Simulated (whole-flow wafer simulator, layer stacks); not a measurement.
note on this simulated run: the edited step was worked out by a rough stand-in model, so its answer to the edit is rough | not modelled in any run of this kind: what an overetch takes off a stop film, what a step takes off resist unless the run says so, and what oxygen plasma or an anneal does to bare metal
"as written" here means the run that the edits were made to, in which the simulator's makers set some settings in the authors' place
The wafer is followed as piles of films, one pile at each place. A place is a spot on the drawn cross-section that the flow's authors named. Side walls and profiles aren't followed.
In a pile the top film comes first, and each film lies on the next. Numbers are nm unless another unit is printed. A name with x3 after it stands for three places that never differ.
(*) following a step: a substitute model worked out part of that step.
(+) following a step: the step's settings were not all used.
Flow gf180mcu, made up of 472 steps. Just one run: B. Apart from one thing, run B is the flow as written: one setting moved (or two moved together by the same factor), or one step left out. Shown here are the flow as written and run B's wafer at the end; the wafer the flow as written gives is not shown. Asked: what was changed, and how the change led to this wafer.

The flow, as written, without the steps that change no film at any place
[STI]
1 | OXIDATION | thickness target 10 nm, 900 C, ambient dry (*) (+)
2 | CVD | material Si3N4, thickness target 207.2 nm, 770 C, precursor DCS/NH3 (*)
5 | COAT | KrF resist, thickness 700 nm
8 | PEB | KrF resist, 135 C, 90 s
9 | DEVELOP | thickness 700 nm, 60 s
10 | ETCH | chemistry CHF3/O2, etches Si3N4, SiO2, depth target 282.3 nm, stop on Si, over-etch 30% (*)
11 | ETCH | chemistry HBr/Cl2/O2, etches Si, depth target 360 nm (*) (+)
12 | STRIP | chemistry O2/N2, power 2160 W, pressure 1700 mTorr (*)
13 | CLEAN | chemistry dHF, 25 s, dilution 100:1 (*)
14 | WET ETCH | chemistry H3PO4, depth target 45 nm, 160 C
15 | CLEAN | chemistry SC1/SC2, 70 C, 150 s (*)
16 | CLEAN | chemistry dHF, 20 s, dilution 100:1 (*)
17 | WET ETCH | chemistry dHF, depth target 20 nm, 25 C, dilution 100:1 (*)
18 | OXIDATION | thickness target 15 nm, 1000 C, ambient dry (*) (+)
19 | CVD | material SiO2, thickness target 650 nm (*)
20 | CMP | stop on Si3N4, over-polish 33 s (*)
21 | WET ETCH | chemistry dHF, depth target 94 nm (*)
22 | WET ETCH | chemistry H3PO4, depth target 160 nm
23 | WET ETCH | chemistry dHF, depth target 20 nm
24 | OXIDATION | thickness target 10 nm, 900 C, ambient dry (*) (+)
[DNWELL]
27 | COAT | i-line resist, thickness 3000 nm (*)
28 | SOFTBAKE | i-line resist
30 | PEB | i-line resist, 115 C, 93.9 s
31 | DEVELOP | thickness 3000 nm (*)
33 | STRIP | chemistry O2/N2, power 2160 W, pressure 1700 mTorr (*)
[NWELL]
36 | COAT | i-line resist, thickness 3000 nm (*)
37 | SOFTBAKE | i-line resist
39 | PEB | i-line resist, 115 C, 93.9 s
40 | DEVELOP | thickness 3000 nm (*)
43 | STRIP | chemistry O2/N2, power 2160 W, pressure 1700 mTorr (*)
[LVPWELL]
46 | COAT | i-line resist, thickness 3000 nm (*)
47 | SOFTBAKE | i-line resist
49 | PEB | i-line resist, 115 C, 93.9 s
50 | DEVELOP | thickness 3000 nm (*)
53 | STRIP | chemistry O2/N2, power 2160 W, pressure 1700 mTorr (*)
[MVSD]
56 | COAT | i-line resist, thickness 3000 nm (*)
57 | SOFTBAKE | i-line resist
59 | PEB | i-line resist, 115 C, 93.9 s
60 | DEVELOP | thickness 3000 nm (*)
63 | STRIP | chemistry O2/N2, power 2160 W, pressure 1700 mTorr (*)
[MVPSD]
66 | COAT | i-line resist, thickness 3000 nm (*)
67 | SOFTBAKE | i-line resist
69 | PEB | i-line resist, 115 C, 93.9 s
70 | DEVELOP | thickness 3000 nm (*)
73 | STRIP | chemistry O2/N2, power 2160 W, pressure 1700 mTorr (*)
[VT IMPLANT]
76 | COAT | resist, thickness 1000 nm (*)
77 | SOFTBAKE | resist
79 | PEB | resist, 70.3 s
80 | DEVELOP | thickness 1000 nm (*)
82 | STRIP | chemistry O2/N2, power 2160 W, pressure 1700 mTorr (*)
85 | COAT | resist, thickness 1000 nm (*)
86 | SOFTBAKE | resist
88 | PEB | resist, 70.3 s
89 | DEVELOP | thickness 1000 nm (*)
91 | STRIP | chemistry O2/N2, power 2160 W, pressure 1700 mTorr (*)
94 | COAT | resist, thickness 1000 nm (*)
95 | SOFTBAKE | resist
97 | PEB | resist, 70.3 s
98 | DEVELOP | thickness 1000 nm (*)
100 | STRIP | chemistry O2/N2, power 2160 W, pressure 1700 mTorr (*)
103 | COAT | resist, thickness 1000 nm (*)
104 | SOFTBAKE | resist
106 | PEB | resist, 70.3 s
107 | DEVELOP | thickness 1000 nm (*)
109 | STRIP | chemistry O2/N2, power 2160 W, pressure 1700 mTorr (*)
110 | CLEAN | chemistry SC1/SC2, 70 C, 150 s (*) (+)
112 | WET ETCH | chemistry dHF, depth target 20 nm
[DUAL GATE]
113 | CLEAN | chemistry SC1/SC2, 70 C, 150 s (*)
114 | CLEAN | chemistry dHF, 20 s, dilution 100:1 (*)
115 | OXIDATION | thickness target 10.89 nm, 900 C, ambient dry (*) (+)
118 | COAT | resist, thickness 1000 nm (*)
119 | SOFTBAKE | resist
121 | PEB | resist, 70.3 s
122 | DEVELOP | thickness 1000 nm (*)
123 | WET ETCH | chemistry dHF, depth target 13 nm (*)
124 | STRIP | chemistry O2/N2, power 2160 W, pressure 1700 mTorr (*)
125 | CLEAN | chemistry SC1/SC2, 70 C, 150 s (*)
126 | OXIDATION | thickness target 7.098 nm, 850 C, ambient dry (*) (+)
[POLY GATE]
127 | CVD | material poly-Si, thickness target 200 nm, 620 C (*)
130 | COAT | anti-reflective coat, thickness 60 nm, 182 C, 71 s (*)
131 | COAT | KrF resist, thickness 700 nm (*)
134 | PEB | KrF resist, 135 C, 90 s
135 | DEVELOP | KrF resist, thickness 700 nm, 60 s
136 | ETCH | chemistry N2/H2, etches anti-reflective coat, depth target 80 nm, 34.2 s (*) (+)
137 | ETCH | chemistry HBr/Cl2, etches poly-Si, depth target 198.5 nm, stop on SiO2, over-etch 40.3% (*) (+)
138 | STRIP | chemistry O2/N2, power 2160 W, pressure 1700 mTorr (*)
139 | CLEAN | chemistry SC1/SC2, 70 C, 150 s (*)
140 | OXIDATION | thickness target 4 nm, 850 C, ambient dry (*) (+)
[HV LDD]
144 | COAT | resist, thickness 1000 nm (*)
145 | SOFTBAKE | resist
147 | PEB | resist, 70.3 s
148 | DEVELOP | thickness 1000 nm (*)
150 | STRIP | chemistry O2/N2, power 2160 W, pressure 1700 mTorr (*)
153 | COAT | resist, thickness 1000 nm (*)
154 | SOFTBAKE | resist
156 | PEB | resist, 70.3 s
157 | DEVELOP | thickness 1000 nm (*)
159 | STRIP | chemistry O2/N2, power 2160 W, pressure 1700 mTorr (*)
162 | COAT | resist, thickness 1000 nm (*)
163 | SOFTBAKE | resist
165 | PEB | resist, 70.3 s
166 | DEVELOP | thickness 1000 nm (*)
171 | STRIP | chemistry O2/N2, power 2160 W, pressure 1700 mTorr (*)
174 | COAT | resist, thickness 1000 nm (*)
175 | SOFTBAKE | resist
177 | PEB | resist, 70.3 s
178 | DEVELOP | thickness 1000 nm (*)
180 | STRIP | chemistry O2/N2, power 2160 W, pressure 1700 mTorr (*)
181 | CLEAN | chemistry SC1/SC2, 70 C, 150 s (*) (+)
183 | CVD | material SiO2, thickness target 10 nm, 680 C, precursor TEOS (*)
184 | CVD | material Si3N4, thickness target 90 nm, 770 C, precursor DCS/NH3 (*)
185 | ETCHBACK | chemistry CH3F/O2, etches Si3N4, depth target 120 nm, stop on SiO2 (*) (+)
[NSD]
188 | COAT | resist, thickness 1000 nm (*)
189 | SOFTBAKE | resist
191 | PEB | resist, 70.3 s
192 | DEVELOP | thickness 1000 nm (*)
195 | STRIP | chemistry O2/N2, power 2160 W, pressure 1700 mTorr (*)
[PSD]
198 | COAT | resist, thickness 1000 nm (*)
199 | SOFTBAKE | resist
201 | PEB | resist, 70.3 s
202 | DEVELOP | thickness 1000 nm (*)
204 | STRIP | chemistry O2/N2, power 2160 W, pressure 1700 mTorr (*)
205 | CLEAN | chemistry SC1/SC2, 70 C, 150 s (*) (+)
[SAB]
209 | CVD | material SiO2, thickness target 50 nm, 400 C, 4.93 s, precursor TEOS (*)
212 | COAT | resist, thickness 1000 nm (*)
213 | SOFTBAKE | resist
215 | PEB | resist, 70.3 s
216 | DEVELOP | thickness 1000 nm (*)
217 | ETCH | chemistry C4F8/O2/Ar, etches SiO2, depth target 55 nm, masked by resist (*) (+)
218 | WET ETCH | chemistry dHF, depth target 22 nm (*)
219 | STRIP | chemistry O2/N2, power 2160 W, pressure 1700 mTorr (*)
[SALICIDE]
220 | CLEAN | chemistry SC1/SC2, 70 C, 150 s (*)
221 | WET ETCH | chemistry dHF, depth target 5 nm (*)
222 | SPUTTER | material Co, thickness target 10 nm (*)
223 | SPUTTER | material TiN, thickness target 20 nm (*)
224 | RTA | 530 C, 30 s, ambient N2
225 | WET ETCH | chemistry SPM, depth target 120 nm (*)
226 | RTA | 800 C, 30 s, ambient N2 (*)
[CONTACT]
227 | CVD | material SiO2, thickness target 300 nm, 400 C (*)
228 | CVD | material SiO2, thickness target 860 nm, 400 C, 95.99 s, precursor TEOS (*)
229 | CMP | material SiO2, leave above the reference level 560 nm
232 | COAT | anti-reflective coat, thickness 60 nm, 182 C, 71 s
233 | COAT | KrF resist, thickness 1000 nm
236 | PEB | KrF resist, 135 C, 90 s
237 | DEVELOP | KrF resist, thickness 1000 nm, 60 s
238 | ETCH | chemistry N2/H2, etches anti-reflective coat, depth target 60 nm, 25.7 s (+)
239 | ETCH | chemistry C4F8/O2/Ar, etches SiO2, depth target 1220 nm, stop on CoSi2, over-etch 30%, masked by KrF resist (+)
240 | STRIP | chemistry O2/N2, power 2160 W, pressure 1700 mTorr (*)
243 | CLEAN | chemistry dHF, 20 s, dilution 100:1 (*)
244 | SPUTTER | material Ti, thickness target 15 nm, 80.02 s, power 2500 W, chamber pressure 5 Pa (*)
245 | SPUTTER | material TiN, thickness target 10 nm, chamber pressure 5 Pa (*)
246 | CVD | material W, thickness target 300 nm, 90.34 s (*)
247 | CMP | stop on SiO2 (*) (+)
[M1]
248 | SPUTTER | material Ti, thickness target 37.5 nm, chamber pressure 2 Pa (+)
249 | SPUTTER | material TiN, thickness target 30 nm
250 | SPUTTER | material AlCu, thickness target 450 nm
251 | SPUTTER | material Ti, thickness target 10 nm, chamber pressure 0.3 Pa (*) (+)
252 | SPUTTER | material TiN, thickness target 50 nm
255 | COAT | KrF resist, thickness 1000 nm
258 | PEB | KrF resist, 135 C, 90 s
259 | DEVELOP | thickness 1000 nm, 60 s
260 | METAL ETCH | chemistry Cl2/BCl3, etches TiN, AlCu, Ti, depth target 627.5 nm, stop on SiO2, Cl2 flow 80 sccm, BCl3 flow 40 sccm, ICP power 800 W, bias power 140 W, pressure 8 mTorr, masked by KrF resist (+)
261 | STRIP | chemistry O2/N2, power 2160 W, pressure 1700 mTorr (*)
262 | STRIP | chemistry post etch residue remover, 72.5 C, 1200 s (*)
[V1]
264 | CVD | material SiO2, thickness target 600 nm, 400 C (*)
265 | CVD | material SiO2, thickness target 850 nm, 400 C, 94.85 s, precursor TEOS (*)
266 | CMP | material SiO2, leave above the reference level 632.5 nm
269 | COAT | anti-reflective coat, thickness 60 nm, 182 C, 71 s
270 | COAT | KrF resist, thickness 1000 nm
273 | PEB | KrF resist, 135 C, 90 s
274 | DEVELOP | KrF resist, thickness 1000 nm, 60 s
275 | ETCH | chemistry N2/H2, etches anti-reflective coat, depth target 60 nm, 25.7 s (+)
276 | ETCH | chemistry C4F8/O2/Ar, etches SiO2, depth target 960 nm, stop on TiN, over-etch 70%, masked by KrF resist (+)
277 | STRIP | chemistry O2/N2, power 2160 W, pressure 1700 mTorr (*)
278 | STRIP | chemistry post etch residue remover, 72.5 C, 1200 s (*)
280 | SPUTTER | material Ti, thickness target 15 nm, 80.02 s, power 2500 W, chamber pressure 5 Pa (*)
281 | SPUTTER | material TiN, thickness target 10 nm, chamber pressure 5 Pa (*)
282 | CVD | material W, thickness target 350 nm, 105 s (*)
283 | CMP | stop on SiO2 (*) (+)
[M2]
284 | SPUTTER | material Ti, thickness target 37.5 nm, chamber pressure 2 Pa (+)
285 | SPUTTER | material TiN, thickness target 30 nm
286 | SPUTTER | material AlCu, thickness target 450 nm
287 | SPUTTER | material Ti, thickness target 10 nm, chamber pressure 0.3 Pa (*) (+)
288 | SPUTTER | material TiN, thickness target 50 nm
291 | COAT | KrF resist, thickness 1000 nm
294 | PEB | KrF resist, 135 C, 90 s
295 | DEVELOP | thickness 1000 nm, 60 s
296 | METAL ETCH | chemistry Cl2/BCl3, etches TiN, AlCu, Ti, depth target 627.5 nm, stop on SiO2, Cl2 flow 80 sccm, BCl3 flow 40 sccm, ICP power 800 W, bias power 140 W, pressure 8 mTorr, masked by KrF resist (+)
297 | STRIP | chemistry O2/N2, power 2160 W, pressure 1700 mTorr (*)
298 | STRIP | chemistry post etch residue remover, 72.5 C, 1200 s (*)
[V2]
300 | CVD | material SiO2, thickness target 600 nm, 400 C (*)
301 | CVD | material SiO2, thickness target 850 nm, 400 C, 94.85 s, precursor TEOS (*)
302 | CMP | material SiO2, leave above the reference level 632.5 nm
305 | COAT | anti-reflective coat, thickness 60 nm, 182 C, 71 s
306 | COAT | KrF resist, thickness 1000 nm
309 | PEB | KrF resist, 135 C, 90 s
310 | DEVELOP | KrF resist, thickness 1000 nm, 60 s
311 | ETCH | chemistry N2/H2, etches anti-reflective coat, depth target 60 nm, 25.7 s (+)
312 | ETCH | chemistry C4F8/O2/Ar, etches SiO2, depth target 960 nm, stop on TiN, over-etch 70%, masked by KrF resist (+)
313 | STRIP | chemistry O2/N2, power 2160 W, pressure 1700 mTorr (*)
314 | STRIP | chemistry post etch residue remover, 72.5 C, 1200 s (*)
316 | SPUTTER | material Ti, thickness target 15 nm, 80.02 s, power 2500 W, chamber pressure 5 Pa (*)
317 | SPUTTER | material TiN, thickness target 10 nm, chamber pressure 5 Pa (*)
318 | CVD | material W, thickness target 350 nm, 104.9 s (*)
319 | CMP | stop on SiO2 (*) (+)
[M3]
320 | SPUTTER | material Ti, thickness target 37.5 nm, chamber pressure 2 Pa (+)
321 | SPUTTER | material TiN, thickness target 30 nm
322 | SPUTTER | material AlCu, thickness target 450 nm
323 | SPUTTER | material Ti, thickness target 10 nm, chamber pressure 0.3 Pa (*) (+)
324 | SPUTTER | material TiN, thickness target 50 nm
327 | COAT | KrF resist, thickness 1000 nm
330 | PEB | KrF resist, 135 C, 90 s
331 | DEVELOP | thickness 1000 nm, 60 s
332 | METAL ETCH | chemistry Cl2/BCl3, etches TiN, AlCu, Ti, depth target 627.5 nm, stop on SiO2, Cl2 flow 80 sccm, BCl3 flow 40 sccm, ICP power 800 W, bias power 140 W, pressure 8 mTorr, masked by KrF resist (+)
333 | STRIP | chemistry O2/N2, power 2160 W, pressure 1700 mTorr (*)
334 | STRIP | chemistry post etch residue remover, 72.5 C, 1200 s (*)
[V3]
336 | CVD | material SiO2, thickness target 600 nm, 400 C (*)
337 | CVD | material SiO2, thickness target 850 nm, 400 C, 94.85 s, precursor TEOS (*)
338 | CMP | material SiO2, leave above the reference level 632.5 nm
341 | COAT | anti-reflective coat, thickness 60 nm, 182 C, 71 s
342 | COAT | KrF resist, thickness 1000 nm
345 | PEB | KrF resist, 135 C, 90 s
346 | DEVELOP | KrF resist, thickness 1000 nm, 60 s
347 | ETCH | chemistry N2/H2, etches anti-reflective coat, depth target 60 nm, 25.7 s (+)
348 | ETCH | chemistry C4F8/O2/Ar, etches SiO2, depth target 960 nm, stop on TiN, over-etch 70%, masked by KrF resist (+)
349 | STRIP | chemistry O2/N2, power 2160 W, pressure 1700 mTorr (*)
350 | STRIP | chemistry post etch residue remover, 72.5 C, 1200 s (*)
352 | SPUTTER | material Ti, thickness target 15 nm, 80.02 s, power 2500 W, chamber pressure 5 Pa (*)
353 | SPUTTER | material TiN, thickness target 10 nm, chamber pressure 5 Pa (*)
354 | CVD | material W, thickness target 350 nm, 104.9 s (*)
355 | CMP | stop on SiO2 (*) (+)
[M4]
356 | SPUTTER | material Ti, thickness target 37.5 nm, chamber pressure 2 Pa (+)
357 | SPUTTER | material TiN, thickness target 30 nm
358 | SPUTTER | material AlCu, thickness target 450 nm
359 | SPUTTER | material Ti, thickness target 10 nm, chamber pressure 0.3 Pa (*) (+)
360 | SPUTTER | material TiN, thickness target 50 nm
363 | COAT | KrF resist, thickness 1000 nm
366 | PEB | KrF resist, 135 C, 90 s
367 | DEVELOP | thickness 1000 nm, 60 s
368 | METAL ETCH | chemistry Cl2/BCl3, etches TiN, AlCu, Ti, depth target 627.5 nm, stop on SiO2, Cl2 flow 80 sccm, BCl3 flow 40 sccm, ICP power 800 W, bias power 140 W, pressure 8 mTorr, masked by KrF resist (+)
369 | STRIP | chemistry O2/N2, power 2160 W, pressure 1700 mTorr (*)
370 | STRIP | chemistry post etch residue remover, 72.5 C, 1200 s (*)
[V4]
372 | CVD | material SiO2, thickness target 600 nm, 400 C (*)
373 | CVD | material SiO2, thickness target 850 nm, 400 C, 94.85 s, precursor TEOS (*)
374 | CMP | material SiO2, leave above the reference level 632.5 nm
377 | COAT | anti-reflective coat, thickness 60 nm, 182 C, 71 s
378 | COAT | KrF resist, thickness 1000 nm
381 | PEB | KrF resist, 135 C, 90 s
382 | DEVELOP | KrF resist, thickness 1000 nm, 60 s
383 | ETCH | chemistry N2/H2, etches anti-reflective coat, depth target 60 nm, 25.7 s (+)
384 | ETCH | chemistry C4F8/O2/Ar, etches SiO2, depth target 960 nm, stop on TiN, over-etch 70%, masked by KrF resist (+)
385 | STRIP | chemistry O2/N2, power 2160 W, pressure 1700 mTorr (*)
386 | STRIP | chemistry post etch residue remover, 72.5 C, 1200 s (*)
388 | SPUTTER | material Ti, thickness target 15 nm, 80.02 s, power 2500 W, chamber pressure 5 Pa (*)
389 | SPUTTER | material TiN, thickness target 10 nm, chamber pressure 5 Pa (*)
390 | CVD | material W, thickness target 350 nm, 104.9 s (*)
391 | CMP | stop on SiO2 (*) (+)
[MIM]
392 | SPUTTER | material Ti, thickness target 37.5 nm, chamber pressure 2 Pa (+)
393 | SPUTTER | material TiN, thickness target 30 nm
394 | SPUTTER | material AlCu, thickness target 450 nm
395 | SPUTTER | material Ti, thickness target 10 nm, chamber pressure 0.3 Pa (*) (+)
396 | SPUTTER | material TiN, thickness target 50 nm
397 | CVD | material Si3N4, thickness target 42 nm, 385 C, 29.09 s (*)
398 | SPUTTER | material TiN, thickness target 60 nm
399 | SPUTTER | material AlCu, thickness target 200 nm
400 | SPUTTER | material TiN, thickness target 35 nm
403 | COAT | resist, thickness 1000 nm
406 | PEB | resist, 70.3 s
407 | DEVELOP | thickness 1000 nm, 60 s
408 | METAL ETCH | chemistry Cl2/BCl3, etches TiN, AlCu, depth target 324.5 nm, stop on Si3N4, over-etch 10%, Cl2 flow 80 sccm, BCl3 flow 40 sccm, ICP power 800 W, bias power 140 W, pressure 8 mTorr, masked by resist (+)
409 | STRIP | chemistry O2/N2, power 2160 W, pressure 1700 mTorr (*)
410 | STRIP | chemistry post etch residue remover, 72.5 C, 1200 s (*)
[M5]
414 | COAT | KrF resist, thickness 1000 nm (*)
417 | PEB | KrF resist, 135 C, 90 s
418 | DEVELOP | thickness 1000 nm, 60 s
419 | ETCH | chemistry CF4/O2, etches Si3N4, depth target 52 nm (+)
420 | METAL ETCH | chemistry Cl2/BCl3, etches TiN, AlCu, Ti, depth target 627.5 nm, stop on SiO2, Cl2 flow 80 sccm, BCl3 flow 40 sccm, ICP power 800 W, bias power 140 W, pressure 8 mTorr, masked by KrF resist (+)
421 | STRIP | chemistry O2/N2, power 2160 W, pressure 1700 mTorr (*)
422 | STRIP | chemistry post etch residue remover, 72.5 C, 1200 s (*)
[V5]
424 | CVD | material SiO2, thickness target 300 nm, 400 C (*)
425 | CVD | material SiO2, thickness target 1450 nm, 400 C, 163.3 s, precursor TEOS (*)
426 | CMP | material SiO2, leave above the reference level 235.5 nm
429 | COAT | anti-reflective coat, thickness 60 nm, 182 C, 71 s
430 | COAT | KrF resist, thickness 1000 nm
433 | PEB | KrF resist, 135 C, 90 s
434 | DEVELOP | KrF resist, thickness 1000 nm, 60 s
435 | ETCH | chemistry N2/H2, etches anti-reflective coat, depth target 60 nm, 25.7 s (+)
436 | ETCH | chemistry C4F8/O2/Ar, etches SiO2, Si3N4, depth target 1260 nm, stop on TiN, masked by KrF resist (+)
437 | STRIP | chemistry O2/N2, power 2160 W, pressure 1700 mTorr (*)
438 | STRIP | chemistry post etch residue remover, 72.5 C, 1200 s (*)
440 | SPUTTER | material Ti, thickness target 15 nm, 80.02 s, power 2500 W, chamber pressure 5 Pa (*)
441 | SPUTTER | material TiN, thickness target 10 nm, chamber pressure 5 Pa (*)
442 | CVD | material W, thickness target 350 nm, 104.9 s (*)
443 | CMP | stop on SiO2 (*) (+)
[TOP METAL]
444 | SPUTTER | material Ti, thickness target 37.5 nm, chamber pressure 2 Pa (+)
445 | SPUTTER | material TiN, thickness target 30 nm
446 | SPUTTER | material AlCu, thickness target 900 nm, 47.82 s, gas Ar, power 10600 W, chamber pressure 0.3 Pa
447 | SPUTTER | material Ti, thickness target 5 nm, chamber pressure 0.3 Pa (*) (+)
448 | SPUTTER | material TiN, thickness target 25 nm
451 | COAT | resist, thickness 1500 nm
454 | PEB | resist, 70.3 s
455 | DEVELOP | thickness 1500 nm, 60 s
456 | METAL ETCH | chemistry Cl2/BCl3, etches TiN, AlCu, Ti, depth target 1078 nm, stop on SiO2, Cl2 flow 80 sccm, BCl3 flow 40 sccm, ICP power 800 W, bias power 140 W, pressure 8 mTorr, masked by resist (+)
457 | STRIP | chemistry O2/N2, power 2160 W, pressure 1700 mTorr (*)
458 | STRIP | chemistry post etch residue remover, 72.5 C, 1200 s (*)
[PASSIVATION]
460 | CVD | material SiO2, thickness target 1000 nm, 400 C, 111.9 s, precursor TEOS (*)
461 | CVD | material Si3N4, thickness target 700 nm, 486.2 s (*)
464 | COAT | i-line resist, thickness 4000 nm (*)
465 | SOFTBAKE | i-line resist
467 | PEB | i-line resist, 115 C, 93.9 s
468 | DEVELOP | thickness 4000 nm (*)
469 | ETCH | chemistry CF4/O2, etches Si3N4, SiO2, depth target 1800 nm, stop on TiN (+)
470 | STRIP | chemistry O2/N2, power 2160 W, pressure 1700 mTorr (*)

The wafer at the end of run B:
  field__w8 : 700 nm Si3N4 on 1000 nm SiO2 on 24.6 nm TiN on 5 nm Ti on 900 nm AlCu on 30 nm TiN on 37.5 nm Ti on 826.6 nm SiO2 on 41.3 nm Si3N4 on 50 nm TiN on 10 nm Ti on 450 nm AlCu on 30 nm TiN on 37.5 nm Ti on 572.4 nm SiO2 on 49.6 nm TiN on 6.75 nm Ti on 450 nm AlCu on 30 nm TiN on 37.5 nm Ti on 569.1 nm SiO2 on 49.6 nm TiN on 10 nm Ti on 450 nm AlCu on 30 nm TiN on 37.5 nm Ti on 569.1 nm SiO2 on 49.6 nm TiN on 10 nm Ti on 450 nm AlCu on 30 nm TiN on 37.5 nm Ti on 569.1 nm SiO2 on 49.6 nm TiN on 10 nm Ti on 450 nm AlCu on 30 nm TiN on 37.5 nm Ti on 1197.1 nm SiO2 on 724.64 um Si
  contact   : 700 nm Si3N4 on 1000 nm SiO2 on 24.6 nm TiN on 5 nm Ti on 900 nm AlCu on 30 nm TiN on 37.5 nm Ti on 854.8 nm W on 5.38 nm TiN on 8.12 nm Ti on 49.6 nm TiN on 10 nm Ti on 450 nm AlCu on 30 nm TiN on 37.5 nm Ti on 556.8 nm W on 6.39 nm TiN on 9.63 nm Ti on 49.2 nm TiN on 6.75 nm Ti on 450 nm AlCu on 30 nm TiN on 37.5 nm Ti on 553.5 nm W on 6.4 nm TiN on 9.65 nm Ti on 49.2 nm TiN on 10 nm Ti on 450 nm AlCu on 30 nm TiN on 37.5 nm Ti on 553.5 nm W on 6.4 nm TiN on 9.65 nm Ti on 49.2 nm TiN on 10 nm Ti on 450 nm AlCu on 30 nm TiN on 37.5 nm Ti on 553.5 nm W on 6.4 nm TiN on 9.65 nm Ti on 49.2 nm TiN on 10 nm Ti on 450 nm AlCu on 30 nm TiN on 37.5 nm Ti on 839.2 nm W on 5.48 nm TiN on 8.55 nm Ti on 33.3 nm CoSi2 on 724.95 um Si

What caused this: step 359, SPUTTER: thickness target 6.75 nm was run, whereas the flow has thickness target 10 nm.
The wafer itself shows it: field__w8 has Ti 6.75, and step 359 as written asks for 10 nm.

The path from the change to this, step by step:
  359 | SPUTTER | material Ti, thickness target 10 nm, chamber pressure 0.3 Pa (*) (+)
      field, field__w1, field__w2 and 108 more: Ti gains 6.75 (new film) (as written it would have been: Ti gains 10 (new film))
  368 | METAL ETCH | chemistry Cl2/BCl3, etches TiN, AlCu, Ti, depth target 627.5 nm, stop on SiO2, Cl2 flow 80 sccm, BCl3 flow 40 sccm, ICP power 800 W, bias power 140 W, pressure 8 mTorr, masked by KrF resist (+)
      field, field__w1, field__w2 and 103 more: TiN loses 50 (all of it), Ti loses 6.75 (all of it), AlCu loses 450 (all of it), TiN loses 30 (all of it), Ti loses 37.5 (all of it) (as written it would have been: TiN loses 50 (all of it), Ti loses 10 (all of it), AlCu loses 450 (all of it), TiN loses 30 (all of it), Ti loses 37.5 (all of it))
